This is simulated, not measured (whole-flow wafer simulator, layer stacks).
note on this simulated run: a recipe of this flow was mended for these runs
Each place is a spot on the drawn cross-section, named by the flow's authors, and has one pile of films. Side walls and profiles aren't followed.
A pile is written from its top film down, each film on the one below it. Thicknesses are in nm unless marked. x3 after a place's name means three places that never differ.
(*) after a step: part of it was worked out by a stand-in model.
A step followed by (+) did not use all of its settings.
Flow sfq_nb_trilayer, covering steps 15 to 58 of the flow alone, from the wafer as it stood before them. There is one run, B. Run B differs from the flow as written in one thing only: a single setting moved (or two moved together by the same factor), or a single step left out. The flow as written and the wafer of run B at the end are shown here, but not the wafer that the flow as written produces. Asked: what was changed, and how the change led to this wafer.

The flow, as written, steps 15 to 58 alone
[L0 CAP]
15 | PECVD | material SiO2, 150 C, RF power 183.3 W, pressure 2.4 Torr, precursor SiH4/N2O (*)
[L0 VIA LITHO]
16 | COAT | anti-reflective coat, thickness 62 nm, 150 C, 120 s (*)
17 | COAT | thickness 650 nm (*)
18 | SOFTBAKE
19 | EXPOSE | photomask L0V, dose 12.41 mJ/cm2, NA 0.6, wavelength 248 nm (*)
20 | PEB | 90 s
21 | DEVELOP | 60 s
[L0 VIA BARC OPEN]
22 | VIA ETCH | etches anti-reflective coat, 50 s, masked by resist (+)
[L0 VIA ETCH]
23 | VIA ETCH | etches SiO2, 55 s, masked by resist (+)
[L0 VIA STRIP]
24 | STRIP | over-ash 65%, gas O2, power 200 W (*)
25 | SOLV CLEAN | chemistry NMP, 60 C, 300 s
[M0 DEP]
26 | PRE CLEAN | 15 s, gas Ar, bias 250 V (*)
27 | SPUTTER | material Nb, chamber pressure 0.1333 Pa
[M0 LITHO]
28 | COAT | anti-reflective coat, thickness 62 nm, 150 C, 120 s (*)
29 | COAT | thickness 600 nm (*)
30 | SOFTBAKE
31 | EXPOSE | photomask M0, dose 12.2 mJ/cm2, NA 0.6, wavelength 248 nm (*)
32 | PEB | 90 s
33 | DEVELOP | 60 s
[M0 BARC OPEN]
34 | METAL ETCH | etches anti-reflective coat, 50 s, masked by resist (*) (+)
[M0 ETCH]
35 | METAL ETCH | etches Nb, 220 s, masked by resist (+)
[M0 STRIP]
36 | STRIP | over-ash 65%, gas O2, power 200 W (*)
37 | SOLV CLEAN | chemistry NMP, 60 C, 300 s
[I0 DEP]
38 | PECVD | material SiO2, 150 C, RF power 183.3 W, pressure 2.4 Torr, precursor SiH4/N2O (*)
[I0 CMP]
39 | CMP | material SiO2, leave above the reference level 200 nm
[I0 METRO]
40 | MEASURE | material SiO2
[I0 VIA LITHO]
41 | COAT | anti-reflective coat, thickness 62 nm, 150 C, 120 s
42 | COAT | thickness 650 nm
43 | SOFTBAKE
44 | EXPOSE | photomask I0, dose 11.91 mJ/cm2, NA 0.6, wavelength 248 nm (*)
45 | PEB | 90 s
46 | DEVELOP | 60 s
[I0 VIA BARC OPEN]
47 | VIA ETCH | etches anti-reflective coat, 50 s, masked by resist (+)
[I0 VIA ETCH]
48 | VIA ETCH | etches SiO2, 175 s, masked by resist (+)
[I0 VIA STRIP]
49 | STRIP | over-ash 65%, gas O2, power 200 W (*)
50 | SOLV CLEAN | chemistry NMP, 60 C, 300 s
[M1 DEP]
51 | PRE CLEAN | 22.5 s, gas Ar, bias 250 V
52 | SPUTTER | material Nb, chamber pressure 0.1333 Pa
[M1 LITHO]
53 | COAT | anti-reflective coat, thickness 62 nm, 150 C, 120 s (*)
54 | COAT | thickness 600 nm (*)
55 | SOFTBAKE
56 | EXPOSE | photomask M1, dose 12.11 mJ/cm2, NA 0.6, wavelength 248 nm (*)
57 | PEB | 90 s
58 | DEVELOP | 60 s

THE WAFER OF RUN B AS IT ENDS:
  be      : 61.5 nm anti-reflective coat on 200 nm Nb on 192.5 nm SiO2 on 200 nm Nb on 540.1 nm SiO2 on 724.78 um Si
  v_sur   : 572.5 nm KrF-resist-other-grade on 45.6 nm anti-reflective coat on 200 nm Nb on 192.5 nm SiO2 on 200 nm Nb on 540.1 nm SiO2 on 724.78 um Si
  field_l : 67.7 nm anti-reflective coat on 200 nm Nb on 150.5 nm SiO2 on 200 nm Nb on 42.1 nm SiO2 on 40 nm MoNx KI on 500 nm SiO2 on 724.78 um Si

Cause: step 15, PECVD: pressure 3.26 Torr was run, though the flow has pressure 2.4 Torr.

How this came from the change, step by step:
  15 | PECVD | material SiO2, 150 C, RF power 183.3 W, pressure 2.4 Torr, precursor SiH4/N2O (*)
      v_sur, via_wl, via_w and 97 more: +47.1 SiO2 (in the flow as written it would be: +60 SiO2)
      field_l, l0_sur, l0v, l0r_line_l, l0r_line_c, l0r_line_r: +47.1 SiO2 (new film) (in the flow as written it would be: +60 SiO2 (new film))
  23 | VIA ETCH | etches SiO2, 55 s, masked by resist (+)
      l0v: -46.7 SiO2 (all of it), -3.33 MoNx KI (in the flow as written it would be: -59.7 SiO2 (all of it), -2.03 MoNx KI)
  28 | COAT | anti-reflective coat, thickness 62 nm, 150 C, 120 s (*)
      l0_sur: +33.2 anti-reflective coat (new film) (in the flow as written it would be: +29.3 anti-reflective coat (new film))
      l0v: +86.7 anti-reflective coat (new film) (in the flow as written it would be: +92.5 anti-reflective coat (new film))
  36 | STRIP | over-ash 65%, gas O2, power 200 W (*)
      l0_sur: -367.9 KrF-resist-other-grade (all of it), -33.2 anti-reflective coat (all of it) (in the flow as written it would be: -370 KrF-resist-other-grade (all of it), -29.3 anti-reflective coat (all of it))
      l0v: -368.7 KrF-resist-other-grade (all of it), -86.7 anti-reflective coat (all of it) (in the flow as written it would be: -374.1 KrF-resist-other-grade (all of it), -92.5 anti-reflective coat (all of it))
  39 | CMP | material SiO2, leave above the reference level 200 nm
      l0v: -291 SiO2 (in the flow as written it would be: -277.4 SiO2)
